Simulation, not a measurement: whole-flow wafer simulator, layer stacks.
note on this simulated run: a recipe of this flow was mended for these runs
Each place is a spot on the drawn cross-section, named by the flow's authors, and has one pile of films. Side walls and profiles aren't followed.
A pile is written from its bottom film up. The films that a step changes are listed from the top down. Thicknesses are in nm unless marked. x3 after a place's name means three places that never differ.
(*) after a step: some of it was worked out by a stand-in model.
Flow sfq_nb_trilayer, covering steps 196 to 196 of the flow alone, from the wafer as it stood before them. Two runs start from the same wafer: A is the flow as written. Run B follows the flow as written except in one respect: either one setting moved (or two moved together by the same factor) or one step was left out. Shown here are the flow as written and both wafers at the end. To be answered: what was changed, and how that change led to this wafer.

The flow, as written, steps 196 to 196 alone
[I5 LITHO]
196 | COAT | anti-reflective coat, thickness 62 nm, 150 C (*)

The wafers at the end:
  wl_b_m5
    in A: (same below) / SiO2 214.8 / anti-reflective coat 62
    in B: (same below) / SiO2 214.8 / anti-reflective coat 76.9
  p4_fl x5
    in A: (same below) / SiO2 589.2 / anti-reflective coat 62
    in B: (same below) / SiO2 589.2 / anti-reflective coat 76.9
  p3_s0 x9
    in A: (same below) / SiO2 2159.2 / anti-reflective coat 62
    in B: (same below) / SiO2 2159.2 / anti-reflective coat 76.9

What caused this: step 196, COAT: thickness 76.9 nm was run, though the flow has thickness 62 nm.
The wafer lets one read it off: wl_b_m5 has anti-reflective coat 76.9, and step 196 as written asks for 62 nm.

Step by step, how the change led to this:
  196 | COAT | anti-reflective coat, thickness 62 nm, 150 C (*)
      p4_fl x5, p4_w1 x9, p3_s0 x9 and 41 more: A +62 anti-reflective coat (new film) | B +76.9 anti-reflective coat (new film)
      via_wl, via_w, via_sp, l0_sur, l0v: A +62.3 anti-reflective coat (new film) | B +77.2 anti-reflective coat (new film)
      (also at 37 further places)
